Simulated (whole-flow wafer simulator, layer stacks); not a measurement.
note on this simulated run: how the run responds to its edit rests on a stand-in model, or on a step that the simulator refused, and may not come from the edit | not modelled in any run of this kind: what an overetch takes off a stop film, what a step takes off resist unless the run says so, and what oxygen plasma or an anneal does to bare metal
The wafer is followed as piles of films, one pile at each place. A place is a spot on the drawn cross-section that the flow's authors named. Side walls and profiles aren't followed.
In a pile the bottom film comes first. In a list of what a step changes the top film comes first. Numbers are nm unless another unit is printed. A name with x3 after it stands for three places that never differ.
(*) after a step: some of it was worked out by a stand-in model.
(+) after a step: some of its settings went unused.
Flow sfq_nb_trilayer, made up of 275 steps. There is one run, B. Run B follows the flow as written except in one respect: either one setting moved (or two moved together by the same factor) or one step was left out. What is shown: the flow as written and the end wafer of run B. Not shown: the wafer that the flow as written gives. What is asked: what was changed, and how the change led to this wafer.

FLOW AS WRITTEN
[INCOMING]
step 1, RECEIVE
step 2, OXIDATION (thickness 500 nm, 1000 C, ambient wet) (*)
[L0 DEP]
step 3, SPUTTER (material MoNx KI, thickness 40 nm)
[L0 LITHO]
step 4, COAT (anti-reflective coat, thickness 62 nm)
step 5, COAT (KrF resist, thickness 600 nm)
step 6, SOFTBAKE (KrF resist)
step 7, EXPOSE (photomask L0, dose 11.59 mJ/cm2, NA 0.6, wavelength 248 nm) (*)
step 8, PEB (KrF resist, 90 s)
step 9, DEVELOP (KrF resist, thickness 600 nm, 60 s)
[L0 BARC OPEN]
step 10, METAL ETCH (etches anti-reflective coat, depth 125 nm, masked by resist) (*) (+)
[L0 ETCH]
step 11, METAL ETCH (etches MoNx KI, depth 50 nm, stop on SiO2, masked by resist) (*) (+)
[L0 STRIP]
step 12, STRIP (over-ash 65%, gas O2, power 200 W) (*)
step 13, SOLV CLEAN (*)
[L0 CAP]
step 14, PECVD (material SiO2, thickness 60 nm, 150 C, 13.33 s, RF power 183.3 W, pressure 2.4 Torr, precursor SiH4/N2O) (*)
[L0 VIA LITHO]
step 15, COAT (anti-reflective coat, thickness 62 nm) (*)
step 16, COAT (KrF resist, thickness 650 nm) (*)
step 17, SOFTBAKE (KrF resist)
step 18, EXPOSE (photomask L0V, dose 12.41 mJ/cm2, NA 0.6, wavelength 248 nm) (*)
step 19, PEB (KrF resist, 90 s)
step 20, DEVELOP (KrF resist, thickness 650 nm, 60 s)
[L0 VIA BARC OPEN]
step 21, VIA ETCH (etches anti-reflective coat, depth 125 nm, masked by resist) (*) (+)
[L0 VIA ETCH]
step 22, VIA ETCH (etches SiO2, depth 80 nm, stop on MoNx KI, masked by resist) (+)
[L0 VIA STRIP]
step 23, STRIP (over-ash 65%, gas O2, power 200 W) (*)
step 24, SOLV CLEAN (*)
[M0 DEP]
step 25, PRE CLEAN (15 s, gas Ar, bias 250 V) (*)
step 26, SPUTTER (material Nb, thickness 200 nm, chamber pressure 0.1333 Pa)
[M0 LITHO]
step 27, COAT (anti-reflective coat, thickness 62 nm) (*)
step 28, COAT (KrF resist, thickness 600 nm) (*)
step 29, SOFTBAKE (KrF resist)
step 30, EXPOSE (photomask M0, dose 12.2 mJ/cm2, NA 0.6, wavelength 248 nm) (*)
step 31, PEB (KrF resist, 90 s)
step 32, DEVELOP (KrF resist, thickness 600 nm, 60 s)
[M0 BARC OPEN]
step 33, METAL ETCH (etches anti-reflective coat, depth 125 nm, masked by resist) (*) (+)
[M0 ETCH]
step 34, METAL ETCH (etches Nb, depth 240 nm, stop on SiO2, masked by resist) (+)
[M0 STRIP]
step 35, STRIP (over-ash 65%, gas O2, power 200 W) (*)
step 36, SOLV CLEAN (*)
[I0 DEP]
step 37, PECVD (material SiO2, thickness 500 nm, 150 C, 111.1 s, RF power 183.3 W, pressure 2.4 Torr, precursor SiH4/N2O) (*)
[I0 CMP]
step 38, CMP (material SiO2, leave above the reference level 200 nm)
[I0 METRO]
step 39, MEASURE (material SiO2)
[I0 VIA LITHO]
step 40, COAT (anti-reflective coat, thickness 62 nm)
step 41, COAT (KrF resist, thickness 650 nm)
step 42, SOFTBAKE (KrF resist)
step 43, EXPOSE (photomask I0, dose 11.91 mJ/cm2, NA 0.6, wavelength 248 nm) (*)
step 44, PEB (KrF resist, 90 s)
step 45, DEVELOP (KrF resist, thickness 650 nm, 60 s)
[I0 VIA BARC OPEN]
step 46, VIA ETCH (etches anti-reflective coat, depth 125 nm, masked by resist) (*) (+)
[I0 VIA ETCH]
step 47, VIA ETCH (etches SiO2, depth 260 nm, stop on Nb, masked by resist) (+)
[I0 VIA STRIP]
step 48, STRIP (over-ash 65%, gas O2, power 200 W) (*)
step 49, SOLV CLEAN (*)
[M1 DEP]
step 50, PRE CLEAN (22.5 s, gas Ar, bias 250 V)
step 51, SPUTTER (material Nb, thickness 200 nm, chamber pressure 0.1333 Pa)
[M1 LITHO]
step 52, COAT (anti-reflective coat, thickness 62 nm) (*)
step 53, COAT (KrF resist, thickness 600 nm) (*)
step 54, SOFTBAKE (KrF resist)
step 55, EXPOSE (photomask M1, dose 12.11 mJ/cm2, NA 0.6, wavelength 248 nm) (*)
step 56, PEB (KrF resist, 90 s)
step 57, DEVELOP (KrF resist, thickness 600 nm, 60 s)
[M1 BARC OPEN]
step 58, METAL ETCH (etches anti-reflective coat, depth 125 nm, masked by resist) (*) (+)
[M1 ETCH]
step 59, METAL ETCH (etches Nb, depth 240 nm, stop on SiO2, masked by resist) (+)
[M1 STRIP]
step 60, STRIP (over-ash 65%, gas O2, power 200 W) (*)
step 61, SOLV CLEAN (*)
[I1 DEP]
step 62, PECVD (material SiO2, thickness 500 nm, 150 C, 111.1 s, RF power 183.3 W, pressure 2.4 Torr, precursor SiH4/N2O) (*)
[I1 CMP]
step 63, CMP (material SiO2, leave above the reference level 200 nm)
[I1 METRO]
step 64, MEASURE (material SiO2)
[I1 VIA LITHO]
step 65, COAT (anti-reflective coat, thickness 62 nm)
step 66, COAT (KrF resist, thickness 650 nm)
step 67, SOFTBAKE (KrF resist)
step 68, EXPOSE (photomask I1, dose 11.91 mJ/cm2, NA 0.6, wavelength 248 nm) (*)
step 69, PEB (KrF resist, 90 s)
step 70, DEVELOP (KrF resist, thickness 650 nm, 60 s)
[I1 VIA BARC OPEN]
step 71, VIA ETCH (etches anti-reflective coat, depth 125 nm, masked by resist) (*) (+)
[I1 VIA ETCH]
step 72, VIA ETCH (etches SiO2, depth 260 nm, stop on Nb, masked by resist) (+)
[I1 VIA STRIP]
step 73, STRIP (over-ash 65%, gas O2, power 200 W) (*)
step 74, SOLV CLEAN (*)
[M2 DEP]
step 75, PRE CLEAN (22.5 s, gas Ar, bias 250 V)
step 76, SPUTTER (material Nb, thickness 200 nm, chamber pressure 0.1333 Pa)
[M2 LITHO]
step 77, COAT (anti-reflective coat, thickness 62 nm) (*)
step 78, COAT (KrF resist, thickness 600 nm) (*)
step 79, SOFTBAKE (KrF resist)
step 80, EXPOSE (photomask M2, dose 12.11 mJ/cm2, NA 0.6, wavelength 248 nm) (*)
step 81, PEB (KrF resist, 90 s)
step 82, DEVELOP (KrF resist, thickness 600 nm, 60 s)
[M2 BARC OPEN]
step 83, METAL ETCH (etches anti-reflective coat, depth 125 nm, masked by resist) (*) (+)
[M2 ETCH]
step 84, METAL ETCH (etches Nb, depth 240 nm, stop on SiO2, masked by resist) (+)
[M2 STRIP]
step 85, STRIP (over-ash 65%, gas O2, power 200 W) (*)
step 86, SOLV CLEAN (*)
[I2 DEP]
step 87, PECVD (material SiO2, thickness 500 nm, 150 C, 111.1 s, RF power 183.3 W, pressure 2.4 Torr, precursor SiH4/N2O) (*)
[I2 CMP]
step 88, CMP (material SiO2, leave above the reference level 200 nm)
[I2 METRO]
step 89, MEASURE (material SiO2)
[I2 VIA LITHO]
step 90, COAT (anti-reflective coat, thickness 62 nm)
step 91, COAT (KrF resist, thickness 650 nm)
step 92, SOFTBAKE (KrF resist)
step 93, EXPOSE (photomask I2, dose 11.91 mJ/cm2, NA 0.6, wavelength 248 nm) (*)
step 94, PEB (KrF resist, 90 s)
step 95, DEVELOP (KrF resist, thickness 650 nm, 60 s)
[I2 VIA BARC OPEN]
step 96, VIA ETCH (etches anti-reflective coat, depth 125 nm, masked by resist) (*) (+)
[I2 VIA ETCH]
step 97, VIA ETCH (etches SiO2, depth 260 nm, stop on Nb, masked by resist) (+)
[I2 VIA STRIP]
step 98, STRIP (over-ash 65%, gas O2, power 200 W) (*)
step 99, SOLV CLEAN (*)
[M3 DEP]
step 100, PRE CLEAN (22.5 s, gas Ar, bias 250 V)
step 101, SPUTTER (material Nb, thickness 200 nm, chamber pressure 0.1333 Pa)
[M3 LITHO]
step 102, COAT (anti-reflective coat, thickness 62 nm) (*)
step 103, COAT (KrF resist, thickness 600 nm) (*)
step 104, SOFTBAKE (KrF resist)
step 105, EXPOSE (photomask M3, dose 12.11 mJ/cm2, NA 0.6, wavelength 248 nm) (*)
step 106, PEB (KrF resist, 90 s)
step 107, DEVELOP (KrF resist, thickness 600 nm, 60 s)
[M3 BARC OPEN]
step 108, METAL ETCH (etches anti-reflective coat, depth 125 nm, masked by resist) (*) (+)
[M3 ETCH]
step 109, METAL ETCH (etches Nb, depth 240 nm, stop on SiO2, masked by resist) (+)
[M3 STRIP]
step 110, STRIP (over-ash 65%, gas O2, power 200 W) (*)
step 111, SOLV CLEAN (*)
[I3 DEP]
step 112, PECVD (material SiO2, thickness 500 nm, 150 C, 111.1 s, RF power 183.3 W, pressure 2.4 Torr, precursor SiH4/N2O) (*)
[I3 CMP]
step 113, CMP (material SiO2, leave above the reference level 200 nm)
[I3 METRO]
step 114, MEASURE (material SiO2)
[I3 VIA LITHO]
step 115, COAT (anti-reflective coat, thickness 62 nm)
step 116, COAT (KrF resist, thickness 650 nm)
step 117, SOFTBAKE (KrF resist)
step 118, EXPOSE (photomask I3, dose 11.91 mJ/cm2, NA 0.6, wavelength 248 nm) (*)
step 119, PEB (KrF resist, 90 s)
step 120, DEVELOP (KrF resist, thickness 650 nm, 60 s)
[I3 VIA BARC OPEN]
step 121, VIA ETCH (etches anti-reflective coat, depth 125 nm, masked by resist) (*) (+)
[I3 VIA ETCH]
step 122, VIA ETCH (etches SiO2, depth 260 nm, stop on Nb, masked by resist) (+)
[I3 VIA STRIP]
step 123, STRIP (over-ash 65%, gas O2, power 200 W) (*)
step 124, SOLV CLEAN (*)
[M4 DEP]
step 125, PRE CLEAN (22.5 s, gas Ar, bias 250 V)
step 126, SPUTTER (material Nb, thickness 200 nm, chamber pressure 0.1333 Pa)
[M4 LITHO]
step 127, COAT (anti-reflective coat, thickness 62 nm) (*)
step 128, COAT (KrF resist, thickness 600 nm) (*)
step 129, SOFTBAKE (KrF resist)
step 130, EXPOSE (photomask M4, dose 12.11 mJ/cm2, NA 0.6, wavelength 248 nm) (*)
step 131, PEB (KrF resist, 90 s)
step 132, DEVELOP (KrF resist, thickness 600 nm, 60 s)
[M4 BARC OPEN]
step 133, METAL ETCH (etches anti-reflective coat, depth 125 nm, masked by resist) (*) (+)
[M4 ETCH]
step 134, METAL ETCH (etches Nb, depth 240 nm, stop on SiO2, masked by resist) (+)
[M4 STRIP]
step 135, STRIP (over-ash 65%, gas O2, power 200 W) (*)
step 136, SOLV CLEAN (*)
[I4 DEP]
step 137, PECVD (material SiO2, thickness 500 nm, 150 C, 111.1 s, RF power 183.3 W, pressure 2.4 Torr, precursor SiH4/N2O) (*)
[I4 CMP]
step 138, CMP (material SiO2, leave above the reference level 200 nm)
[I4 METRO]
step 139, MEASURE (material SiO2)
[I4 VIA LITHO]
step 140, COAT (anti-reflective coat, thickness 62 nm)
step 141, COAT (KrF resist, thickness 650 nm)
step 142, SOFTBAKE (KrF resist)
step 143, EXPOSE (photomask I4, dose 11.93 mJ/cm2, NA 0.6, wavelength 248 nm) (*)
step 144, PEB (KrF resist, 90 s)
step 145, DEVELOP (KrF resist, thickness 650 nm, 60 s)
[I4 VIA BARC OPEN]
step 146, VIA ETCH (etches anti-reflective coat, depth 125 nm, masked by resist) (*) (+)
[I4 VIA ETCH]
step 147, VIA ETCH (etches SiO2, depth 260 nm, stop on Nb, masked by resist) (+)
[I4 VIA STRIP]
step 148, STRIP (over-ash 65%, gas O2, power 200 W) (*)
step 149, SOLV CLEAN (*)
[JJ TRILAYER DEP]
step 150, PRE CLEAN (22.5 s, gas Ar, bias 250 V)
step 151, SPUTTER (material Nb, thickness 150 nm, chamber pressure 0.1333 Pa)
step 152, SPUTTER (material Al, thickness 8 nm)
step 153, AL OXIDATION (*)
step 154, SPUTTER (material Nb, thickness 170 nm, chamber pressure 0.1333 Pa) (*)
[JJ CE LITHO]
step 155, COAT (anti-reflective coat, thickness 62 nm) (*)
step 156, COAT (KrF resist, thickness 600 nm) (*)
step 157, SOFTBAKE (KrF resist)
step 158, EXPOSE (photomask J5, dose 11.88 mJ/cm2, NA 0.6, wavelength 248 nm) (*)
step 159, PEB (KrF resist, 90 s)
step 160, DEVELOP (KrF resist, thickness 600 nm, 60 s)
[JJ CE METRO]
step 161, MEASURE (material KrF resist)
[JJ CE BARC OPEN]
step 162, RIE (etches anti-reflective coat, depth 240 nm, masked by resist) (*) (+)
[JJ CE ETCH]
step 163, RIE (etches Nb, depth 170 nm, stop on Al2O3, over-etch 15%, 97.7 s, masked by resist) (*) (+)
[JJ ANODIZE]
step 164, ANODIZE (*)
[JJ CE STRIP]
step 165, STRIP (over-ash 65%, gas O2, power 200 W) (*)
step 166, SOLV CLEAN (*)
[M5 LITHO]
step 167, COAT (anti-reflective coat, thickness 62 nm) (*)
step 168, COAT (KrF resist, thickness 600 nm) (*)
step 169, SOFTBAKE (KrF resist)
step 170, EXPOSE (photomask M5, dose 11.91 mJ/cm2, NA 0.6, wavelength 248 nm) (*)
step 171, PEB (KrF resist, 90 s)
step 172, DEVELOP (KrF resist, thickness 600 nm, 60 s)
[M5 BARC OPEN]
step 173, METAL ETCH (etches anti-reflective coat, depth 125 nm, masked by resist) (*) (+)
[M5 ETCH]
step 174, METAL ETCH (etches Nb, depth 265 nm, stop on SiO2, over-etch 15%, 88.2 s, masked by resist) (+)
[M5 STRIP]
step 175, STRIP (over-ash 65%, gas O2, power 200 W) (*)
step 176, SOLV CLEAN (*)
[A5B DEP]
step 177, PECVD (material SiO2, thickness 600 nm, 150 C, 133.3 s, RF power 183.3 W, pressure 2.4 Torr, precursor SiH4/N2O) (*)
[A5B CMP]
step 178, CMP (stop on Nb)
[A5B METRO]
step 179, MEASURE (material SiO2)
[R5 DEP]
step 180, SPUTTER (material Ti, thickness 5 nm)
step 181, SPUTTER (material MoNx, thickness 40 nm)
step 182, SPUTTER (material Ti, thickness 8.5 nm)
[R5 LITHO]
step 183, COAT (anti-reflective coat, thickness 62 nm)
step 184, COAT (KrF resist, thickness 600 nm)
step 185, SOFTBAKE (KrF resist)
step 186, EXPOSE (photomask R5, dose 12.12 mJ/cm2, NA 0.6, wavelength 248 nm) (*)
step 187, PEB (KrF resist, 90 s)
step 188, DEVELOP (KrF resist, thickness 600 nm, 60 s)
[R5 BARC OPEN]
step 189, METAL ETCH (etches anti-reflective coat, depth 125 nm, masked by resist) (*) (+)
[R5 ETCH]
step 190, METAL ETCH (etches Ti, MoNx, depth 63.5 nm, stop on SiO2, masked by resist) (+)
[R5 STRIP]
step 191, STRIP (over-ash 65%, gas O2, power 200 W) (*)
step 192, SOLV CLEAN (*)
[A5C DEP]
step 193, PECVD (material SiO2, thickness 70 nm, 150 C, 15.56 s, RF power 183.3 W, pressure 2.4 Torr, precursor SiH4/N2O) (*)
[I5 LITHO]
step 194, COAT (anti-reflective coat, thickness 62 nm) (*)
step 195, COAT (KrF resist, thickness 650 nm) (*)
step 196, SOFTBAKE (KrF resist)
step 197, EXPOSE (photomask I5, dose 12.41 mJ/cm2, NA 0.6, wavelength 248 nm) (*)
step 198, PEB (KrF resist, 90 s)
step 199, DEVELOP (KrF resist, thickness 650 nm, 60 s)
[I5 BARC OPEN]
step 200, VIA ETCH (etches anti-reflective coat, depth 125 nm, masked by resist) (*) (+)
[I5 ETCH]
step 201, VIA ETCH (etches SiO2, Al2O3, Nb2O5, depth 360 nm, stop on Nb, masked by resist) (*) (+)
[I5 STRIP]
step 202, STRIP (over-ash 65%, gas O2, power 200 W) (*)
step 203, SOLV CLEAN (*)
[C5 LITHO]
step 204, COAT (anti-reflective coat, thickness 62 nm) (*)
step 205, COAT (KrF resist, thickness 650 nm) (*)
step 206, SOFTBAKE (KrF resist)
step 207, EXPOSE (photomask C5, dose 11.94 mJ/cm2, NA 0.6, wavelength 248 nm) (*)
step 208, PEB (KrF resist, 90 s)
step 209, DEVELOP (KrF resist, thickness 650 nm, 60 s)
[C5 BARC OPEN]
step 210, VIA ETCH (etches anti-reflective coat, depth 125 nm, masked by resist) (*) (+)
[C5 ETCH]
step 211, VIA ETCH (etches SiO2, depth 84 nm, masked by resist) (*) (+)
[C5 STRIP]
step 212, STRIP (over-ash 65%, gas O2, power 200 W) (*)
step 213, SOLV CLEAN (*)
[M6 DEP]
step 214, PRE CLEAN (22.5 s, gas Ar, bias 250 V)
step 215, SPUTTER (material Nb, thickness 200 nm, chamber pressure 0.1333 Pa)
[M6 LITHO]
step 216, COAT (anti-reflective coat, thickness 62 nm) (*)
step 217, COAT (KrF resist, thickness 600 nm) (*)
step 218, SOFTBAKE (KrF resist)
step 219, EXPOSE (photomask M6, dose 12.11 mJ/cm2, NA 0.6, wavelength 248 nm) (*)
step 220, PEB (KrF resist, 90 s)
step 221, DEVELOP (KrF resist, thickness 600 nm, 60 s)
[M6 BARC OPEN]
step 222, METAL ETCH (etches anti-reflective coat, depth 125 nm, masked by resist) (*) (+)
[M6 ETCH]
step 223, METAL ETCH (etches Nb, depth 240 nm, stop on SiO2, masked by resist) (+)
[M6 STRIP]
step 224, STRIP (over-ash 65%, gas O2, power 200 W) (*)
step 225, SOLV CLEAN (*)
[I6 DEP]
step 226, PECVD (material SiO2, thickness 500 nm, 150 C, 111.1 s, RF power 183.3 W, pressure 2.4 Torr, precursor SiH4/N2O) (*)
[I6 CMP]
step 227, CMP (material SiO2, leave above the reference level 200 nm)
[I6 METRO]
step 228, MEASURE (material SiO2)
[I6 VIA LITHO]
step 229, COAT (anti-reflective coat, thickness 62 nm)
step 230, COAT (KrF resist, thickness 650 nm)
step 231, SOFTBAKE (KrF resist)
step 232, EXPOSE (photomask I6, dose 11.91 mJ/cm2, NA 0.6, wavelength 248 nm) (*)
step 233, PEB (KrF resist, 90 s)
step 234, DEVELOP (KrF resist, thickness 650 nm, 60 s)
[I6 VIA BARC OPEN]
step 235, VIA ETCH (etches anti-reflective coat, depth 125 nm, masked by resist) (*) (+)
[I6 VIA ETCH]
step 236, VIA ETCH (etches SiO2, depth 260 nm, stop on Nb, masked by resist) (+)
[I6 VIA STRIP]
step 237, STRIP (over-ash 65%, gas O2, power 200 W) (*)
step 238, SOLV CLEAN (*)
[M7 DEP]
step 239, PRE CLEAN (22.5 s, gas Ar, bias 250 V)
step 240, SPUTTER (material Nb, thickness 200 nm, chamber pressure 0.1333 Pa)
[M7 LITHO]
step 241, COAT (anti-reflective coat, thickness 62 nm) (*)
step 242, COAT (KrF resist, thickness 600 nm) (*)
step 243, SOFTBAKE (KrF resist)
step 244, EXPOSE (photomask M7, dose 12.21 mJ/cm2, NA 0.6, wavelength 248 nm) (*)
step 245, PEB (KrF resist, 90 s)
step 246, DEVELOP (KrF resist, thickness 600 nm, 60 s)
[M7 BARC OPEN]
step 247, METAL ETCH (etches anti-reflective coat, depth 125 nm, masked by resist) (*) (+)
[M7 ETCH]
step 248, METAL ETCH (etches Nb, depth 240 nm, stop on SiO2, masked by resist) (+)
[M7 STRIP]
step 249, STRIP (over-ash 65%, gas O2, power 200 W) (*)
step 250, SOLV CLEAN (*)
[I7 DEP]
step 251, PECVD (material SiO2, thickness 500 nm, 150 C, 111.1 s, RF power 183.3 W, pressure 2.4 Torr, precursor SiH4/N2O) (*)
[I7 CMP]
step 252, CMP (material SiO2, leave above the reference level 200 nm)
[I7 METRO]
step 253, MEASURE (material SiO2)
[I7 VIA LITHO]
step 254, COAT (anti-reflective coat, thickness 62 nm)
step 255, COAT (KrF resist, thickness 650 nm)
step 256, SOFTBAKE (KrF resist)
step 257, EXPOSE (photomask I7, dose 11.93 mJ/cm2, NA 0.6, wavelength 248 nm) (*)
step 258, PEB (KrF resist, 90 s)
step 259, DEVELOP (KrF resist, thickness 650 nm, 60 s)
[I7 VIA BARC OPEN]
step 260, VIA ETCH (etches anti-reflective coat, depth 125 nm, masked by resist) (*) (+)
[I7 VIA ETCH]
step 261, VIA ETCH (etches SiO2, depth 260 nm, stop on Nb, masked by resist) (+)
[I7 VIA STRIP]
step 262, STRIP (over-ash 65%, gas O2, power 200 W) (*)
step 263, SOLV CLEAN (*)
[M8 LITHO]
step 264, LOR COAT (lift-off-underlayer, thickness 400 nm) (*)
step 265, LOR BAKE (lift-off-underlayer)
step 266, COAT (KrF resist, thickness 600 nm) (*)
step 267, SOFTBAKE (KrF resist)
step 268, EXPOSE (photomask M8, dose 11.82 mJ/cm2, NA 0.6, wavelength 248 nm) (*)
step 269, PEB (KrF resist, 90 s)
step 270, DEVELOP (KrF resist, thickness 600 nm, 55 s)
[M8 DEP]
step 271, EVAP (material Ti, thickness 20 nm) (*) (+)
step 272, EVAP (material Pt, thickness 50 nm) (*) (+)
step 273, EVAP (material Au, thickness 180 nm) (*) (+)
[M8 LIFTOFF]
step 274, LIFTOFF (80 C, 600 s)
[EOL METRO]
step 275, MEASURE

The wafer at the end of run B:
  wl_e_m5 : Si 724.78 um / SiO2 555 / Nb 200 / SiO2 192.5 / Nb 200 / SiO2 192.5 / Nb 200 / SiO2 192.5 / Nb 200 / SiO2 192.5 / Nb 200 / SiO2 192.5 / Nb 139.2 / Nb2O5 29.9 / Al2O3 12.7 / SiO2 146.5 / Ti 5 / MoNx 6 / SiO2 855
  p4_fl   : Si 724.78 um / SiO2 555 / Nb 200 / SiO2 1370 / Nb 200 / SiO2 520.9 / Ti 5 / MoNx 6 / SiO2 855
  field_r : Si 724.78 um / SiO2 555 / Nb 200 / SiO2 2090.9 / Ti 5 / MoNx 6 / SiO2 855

Cause: step 181, SPUTTER: thickness 61 nm was run, while the flow as written has thickness 40 nm.

The path from the change to this, step by step:
  step 181, SPUTTER (material MoNx, thickness 40 nm)
      field_l, v_sur, via_wl and 103 more: MoNx gains 61 (new film) (as written it would have been: MoNx gains 40 (new film))
  step 190, METAL ETCH (etches Ti, MoNx, depth 63.5 nm, stop on SiO2, masked by resist) (+)
      field_l, v_sur, via_wl and 92 more: Ti loses 8.5 (all of it), MoNx loses 55 (as written it would have been: Ti loses 8.5 (all of it), MoNx loses 40 (all of it), Ti loses 5 (all of it))
      ce_l, c5j, ce_r, wl_jj: Ti loses 8.5 (all of it), MoNx loses 55 (as written it would have been: Ti loses 8.5 (all of it), MoNx loses 40 (all of it), Ti loses 5 (all of it), Nb loses 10)
  step 193, PECVD (material SiO2, thickness 70 nm, 150 C, 15.56 s, RF power 183.3 W, pressure 2.4 Torr, precursor SiH4/N2O) (*)
      field_l, v_sur, via_wl and 92 more: SiO2 gains 70 (new film) (as written it would have been: SiO2 gains 70)
  step 194, COAT (anti-reflective coat, thickness 62 nm) (*)
      wl_j_sl, wl_j_sr: anti-reflective coat gains 62 (new film) (as written it would have been: anti-reflective coat gains 60.2 (new film))
      r5r_spacepad_l, r5r_spacepad_r: anti-reflective coat gains 88.7 (new film) (as written it would have been: anti-reflective coat gains 84.4 (new film))
      (and at 12 other places as well)
  step 201, VIA ETCH (etches SiO2, Al2O3, Nb2O5, depth 360 nm, stop on Nb, masked by resist) (*) (+)
      be: SiO2 loses 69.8 (all of it), MoNx loses 6 (all of it), Ti loses 5 (all of it), SiO2 loses 146.5 (all of it), Al2O3 loses 12.7 (all of it), Nb2O5 loses 29.9 (all of it) (as written it would have been: SiO2 loses 216.4 (all of it), Al2O3 loses 12.7 (all of it), Nb2O5 loses 29.9 (all of it))
  step 202, STRIP (over-ash 65%, gas O2, power 200 W) (*)
      wl_j_sl, wl_j_sr: KrF resist loses 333 (all of it), anti-reflective coat loses 62 (all of it) (as written it would have been: KrF resist loses 333.3 (all of it), anti-reflective coat loses 60.2 (all of it))
      r5r_spacepad_l, r5r_spacepad_r: KrF resist loses 335.9 (all of it), anti-reflective coat loses 88.7 (all of it) (as written it would have been: KrF resist loses 335.6 (all of it), anti-reflective coat loses 84.4 (all of it))
      (and at 12 other places as well)
  step 204, COAT (anti-reflective coat, thickness 62 nm) (*)
      wl_j_sl, wl_j_sr: anti-reflective coat gains 62 (new film) (as written it would have been: anti-reflective coat gains 60.2 (new film))
      r5r_spacepad_l, r5r_spacepad_r: anti-reflective coat gains 88.7 (new film) (as written it would have been: anti-reflective coat gains 84.4 (new film))
      (and at 12 other places as well)
  step 210, VIA ETCH (etches anti-reflective coat, depth 125 nm, masked by resist) (*) (+)
      c5j: anti-reflective coat loses 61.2 (all of it), SiO2 loses 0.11 (as written it would have been: anti-reflective coat loses 63.9 (all of it), SiO2 loses 0.11)
  step 211, VIA ETCH (etches SiO2, depth 84 nm, masked by resist) (*) (+)
      c5j: SiO2 loses 69.9 (all of it) (as written it would have been: SiO2 loses 69.9 (all of it), Nb loses 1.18)
  step 212, STRIP (over-ash 65%, gas O2, power 200 W) (*)
      wl_j_sl, wl_j_sr: KrF resist loses 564 (all of it), anti-reflective coat loses 62 (all of it) (as written it would have been: KrF resist loses 563.4 (all of it), anti-reflective coat loses 60.2 (all of it))
      r5r_spacepad_l, r5r_spacepad_r: KrF resist loses 566.9 (all of it), anti-reflective coat loses 88.7 (all of it) (as written it would have been: KrF resist loses 565.8 (all of it), anti-reflective coat loses 84.4 (all of it))
      (and at 11 other places as well)
  step 214, PRE CLEAN (22.5 s, gas Ar, bias 250 V)
      c5j: MoNx loses 6 (all of it) (as written it would have been: Nb loses 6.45)
  step 215, SPUTTER (material Nb, thickness 200 nm, chamber pressure 0.1333 Pa)
      c5j: Nb gains 189 (new film) (as written it would have been: Nb gains 188.4)
  step 216, COAT (anti-reflective coat, thickness 62 nm) (*)
      r5r_line_l, r5r_line_c, r5r_line_r: anti-reflective coat gains 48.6 (new film) (as written it would have been: anti-reflective coat gains 50 (new film))
      wl_j_sl, wl_j_sr: anti-reflective coat gains 62 (new film) (as written it would have been: anti-reflective coat gains 60.2 (new film))
      (and at 11 other places as well)
  step 222, METAL ETCH (etches anti-reflective coat, depth 125 nm, masked by resist) (*) (+)
      r5r_line_l, r5r_line_c, r5r_line_r: anti-reflective coat loses 48.6 (all of it) (as written it would have been: anti-reflective coat loses 50 (all of it))
      r5r_spacepad_l, r5r_spacepad_r: anti-reflective coat loses 90.7 (all of it) (as written it would have been: anti-reflective coat loses 85.7 (all of it))
      (and at 1 other place as well)
  step 224, STRIP (over-ash 65%, gas O2, power 200 W) (*)
      wl_j_sl, wl_j_sr: KrF resist loses 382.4 (all of it), anti-reflective coat loses 62 (all of it) (as written it would have been: KrF resist loses 382.5 (all of it), anti-reflective coat loses 60.2 (all of it))
      jj_sur: KrF resist loses 378.2 (all of it), anti-reflective coat loses 58.9 (all of it) (as written it would have been: KrF resist loses 378.5 (all of it), anti-reflective coat loses 56.1 (all of it))
      (and at 7 other places as well)
  step 227, CMP (material SiO2, leave above the reference level 200 nm)
      r5r_line_l, r5r_spacepad_l, r5r_spacepad_r, r5r_line_c, r5r_line_r: SiO2 loses 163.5 (as written it would have been: SiO2 loses 153.5)
      ce_l, ce_r, wl_jj: SiO2 loses 300 (as written it would have been: SiO2 loses 290)
      (and at 5 other places as well)
If metal films that touch count as one body, wl_e_m5 has 7 bodies (between them, from the top down: SiO2 146.5 / Al2O3 12.7 / Nb2O5 29.9; SiO2 192.5; SiO2 192.5; SiO2 192.5; SiO2 192.5; SiO2 192.5); the flow as written gives 6 bodies (between them, from the top down: SiO2 192.5; SiO2 192.5; SiO2 192.5; SiO2 192.5; SiO2 192.5).
If metal films that touch count as one body, p4_fl has 3 bodies (between them, from the top down: SiO2 520.9; SiO2 1370); the flow as written gives 2 bodies (between them, from the top down: SiO2 1370).
If metal films that touch count as one body, field_r has 2 bodies (between them, from the top down: SiO2 2090.9); the flow as written gives 1 body.
